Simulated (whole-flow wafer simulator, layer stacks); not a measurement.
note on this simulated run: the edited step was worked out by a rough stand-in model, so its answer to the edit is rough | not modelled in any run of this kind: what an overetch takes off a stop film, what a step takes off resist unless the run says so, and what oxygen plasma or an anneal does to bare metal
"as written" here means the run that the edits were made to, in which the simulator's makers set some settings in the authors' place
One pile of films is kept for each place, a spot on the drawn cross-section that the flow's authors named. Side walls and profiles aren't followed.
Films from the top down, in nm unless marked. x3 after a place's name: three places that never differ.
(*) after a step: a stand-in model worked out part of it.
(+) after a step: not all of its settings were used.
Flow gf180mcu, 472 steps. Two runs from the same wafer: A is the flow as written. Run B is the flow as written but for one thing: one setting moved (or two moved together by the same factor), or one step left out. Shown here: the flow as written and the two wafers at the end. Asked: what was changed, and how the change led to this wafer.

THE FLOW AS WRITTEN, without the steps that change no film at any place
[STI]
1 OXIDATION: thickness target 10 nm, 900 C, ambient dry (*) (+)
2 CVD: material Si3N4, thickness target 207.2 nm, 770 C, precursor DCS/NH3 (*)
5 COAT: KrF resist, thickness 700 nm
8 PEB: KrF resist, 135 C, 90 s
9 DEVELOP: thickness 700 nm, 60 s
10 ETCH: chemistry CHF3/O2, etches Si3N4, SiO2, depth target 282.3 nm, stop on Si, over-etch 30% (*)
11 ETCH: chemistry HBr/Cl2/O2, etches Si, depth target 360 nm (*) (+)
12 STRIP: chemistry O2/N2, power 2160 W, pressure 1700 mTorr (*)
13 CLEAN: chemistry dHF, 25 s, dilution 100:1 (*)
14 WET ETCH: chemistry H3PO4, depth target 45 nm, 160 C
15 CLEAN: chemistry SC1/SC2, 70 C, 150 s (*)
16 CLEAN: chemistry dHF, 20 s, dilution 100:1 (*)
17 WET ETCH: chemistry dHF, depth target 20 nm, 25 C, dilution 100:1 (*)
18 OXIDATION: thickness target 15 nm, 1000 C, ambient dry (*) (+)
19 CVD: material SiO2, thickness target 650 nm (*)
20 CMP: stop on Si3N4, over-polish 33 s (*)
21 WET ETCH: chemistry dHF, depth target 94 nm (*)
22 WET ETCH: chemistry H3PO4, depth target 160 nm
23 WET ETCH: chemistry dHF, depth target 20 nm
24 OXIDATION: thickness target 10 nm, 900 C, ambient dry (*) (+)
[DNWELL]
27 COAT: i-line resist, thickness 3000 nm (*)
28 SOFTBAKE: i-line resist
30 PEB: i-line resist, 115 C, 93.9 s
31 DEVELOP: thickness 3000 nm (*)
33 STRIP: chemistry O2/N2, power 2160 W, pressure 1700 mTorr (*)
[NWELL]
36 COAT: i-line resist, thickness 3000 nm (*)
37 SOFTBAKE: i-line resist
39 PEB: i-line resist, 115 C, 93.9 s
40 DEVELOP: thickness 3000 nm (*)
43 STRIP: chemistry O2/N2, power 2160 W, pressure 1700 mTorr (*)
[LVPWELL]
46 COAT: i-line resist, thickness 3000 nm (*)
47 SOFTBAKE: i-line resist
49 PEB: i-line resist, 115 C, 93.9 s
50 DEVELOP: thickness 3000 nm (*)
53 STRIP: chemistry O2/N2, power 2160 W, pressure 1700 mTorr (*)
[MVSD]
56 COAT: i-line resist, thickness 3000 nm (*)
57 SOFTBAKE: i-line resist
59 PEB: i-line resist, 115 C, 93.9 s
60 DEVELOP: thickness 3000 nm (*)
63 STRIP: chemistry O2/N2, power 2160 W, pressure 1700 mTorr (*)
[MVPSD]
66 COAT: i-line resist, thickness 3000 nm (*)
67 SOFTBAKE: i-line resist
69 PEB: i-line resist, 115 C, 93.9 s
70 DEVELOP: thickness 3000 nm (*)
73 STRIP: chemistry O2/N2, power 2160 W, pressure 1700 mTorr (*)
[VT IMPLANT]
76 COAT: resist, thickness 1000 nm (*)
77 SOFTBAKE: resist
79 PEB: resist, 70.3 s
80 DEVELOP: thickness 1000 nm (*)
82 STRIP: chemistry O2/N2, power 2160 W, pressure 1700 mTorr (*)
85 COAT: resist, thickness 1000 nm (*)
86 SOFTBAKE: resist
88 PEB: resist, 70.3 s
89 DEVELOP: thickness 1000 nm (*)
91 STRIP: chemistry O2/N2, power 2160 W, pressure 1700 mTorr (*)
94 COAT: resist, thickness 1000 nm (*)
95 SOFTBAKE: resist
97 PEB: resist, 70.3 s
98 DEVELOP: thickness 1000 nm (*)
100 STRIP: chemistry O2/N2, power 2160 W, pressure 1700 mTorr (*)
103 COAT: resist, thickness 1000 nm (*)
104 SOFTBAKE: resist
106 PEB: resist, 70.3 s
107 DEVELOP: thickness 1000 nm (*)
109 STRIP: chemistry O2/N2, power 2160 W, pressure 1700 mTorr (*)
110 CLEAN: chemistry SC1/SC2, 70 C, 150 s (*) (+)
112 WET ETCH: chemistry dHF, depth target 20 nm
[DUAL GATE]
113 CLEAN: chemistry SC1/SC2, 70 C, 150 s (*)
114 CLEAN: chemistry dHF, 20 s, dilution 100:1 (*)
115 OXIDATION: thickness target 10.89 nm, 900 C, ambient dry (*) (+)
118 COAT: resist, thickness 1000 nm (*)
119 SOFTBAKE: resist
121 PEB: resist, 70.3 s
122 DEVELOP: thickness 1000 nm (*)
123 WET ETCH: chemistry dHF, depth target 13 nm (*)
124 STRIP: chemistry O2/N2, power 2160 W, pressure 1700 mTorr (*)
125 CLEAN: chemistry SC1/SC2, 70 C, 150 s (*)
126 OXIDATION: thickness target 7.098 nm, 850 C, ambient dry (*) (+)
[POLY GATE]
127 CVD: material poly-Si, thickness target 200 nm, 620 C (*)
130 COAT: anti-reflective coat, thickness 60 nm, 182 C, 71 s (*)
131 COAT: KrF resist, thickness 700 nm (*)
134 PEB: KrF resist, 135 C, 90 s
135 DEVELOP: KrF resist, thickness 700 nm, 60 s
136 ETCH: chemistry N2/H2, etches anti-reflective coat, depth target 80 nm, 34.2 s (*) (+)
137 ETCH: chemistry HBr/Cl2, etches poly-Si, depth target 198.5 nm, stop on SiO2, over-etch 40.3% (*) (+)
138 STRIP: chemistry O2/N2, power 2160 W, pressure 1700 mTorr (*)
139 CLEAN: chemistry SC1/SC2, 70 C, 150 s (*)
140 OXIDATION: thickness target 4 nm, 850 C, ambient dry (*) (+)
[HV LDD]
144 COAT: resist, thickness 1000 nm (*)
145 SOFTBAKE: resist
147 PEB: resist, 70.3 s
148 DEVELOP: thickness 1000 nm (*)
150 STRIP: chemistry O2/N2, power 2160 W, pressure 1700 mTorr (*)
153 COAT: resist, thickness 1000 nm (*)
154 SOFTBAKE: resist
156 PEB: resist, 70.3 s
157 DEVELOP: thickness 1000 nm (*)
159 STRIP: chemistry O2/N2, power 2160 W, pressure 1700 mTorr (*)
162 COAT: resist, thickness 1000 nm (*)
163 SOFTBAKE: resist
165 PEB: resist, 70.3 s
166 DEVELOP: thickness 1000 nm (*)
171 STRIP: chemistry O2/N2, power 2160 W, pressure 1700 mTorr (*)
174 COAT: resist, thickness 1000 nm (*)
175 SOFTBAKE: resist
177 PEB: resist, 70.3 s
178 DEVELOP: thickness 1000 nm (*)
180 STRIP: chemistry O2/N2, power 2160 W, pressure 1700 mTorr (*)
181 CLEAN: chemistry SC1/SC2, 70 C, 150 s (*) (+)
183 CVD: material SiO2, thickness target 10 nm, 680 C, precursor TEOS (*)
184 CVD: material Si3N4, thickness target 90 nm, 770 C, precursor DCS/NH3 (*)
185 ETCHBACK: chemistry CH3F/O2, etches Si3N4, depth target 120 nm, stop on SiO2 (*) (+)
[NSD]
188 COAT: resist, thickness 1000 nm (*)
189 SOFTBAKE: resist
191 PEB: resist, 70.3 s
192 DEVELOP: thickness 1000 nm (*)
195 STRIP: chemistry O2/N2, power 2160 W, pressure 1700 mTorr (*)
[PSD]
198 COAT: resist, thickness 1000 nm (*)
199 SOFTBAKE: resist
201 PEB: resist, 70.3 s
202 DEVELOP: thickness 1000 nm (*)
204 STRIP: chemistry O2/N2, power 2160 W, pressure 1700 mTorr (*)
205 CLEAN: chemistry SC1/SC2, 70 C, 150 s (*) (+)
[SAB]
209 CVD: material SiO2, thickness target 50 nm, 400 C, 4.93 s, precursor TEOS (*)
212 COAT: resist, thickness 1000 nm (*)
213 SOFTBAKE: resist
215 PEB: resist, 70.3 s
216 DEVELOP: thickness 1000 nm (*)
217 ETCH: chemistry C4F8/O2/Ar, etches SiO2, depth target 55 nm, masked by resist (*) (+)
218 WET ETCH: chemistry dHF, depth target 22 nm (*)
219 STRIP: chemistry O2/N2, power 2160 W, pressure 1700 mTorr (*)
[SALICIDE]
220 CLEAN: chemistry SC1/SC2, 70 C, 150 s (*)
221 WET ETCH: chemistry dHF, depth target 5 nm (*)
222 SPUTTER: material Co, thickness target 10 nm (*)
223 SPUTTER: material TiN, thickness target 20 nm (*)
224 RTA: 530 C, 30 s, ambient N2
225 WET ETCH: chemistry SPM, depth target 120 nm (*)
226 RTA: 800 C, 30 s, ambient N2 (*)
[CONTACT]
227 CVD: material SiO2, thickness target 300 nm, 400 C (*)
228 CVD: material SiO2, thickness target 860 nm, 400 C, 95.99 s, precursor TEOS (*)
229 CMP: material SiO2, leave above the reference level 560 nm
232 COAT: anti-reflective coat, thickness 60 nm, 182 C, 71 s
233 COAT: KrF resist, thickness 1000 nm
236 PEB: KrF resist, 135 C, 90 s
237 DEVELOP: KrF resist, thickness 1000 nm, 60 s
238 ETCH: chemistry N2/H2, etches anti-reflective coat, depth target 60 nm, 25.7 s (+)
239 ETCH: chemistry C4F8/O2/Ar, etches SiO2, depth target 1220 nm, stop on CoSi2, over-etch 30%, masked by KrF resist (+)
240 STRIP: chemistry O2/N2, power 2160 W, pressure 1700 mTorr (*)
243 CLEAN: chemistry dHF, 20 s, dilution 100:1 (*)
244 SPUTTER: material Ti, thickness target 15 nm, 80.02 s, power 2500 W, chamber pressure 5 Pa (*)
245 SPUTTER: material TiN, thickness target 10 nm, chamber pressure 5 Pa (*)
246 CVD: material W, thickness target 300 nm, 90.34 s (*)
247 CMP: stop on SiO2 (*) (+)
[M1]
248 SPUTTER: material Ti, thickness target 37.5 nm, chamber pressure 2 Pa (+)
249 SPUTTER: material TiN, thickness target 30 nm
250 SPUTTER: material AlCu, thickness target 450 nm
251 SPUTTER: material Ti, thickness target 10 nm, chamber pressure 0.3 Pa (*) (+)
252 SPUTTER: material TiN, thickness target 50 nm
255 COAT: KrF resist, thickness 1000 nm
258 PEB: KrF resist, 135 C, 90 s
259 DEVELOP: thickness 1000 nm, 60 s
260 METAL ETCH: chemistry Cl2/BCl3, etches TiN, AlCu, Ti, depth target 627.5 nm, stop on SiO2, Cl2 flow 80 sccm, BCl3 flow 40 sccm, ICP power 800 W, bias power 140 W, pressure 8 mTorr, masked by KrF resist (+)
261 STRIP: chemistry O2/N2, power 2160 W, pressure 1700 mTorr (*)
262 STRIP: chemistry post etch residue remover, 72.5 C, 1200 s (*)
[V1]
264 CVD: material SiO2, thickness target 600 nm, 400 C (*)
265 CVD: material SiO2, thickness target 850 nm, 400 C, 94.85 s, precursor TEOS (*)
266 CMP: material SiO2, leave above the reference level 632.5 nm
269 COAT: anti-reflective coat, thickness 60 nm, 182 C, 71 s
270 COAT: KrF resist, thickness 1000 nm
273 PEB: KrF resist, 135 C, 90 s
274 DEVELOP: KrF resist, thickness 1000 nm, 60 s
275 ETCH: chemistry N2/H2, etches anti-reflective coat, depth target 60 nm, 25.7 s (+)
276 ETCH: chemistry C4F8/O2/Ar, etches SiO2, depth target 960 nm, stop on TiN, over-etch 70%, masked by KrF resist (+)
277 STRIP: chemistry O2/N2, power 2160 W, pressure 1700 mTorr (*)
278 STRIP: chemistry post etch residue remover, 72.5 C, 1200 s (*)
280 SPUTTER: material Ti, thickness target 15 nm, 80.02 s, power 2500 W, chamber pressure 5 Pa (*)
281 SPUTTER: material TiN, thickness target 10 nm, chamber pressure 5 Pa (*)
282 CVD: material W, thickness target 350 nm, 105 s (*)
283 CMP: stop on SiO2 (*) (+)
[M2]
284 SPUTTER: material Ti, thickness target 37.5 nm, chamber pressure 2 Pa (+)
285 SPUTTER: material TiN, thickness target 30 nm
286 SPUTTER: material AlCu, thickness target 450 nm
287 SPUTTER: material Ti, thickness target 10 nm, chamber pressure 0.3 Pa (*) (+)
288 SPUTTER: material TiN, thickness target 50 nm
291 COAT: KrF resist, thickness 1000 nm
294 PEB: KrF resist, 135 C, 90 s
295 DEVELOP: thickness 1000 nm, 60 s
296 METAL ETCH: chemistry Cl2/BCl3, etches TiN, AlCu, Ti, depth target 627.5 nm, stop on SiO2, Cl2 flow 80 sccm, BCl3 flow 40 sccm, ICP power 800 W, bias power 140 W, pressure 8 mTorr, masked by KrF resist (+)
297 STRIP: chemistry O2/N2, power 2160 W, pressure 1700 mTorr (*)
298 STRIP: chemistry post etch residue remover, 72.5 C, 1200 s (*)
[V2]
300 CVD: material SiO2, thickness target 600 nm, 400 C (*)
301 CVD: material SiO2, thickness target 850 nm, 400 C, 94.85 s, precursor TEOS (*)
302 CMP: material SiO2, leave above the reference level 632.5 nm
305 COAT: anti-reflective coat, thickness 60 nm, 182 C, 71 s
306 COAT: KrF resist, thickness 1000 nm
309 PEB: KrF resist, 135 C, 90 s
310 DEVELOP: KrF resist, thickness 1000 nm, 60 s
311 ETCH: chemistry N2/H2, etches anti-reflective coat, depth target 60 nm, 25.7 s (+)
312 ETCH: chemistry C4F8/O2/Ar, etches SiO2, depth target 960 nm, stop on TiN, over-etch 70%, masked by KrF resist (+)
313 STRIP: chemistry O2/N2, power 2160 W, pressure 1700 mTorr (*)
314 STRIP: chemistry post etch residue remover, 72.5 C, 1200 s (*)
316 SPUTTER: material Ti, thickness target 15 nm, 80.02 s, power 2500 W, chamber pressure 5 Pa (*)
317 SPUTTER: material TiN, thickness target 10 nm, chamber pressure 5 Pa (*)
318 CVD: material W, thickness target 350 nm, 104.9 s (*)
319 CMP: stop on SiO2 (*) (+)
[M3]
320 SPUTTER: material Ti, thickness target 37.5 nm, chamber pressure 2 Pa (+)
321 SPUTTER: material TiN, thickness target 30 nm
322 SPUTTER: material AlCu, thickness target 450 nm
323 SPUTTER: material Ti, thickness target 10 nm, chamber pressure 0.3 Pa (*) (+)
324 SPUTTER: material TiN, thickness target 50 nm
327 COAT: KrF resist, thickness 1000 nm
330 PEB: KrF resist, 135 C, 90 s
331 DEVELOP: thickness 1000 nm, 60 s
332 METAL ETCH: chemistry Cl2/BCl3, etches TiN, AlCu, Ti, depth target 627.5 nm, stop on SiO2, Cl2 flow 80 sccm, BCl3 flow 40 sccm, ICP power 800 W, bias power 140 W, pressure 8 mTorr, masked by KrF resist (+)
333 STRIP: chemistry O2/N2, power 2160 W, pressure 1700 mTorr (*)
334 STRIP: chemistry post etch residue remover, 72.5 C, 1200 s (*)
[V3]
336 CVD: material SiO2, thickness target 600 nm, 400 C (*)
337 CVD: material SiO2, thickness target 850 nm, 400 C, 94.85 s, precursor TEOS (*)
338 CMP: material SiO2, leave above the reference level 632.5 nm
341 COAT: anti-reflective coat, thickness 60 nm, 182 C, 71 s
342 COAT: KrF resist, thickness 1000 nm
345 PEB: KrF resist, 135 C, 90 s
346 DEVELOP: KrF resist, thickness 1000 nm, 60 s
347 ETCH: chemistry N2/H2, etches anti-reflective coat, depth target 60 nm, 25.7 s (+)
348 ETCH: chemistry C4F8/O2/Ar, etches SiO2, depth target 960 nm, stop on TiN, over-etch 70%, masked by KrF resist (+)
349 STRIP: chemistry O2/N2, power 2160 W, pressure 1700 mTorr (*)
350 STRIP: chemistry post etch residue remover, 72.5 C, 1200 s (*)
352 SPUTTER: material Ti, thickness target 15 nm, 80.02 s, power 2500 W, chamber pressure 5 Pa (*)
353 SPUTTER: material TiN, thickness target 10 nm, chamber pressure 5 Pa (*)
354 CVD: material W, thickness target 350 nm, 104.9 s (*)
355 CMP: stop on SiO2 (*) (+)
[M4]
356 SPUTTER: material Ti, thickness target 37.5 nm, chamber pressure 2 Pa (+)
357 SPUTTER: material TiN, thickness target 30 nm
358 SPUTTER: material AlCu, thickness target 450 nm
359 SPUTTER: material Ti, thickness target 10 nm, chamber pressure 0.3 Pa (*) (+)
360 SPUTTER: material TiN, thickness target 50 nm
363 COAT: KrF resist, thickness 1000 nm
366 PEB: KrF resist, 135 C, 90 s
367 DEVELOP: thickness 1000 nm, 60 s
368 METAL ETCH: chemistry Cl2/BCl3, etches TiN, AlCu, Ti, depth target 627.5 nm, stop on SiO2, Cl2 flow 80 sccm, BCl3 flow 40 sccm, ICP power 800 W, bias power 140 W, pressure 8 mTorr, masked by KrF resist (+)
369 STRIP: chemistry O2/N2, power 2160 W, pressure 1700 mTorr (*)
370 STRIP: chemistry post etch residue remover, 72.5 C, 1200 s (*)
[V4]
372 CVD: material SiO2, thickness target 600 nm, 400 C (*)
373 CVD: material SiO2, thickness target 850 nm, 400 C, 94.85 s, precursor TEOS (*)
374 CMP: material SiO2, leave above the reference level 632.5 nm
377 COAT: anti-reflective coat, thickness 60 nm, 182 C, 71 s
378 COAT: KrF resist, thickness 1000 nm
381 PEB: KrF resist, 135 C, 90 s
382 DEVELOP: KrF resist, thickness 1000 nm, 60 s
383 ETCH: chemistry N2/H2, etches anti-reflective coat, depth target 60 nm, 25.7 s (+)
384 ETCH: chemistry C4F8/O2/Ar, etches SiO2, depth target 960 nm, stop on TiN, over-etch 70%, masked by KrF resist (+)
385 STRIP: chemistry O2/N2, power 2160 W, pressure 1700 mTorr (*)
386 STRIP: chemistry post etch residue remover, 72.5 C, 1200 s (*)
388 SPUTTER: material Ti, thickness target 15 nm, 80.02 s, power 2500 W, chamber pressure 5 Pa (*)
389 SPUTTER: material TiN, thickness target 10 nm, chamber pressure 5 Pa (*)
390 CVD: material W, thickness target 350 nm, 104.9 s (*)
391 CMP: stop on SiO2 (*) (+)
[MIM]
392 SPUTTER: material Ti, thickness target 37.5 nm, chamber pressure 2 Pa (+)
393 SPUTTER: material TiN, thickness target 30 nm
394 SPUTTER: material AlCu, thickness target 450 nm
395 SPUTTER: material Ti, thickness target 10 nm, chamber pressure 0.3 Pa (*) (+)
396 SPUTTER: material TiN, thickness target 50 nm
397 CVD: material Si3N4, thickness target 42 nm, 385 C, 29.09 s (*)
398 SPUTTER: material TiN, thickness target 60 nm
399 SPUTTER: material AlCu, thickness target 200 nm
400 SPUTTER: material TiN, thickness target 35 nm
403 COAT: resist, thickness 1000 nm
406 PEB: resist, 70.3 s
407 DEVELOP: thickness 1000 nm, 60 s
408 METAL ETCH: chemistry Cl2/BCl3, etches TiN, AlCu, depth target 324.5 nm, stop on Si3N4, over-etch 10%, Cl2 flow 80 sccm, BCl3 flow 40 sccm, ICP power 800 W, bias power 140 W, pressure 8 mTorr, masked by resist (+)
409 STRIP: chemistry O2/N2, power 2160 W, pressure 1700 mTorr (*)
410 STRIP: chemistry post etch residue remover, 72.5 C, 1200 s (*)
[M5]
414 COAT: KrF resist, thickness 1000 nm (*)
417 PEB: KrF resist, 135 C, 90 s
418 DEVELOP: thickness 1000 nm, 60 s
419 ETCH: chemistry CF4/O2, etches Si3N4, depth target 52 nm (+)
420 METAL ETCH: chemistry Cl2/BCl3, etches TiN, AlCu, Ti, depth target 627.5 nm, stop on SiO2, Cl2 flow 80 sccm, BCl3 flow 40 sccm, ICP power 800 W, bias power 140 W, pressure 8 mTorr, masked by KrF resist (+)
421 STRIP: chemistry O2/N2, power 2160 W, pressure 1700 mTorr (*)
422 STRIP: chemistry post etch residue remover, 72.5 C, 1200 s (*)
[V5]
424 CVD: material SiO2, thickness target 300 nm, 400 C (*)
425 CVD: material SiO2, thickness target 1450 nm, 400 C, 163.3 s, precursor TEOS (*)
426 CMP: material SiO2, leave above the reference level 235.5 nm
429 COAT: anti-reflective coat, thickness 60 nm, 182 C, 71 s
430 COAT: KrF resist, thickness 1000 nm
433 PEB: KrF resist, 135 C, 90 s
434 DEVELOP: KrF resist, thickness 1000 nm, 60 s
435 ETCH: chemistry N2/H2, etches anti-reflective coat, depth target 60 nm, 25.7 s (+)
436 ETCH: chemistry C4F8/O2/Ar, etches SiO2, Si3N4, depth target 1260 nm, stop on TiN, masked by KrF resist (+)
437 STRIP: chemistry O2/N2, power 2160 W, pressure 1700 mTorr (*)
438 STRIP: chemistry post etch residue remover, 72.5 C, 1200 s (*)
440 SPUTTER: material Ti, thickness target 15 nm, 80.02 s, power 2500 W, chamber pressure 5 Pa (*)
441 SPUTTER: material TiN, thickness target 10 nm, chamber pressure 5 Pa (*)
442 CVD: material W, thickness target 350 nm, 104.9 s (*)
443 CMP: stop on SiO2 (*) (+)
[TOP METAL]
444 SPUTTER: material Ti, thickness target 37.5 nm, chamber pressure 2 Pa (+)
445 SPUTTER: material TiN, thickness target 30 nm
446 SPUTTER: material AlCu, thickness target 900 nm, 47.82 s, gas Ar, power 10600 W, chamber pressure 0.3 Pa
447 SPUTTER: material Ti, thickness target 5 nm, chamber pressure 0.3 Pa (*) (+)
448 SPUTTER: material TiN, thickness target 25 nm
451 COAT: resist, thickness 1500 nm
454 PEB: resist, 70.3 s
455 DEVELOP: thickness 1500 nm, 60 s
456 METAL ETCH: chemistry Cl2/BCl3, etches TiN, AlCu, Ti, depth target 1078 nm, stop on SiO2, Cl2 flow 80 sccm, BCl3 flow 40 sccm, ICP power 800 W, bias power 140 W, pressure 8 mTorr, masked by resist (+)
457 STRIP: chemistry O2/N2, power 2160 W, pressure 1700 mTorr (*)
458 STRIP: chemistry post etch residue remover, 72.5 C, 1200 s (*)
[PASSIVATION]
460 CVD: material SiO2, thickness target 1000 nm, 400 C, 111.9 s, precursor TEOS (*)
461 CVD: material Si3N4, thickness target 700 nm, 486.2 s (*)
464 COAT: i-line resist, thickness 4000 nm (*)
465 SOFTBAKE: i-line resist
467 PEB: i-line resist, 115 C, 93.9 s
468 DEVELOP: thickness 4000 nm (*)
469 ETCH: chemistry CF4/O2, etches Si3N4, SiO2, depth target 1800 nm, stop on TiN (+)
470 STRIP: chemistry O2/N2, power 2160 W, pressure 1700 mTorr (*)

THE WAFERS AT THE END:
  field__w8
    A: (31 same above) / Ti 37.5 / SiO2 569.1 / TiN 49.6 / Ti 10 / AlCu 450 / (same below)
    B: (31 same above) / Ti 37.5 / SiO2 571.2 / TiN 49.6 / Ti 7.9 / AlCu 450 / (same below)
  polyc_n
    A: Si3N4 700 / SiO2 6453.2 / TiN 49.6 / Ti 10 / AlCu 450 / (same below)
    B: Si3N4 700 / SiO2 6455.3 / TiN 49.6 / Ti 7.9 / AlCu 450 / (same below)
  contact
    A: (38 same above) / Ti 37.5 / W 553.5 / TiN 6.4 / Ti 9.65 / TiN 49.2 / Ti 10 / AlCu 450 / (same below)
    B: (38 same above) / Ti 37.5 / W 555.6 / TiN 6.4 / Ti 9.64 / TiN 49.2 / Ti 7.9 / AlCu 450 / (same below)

The cause: step 251, SPUTTER: thickness target 7.9 nm was run, where the flow has thickness target 10 nm.
It can be read off the wafer: field__w8 has Ti 7.9, and step 251 as written asks for 10 nm.

How the change led to this, step by step:
  251 SPUTTER: material Ti, thickness target 10 nm, chamber pressure 0.3 Pa (*) (+)
      field, field__w1, field__w2 and 108 more: A Ti +10 (new film) | B Ti +7.9 (new film)
  260 METAL ETCH: chemistry Cl2/BCl3, etches TiN, AlCu, Ti, depth target 627.5 nm, stop on SiO2, Cl2 flow 80 sccm, BCl3 flow 40 sccm, ICP power 800 W, bias power 140 W, pressure 8 mTorr, masked by KrF resist (+)
      field, field__w1, field__w2 and 99 more: A TiN -50 (all of it), Ti -10 (all of it), AlCu -450 (all of it), TiN -30 (all of it), Ti -37.5 (all of it) | B TiN -50 (all of it), Ti -7.9 (all of it), AlCu -450 (all of it), TiN -30 (all of it), Ti -37.5 (all of it)
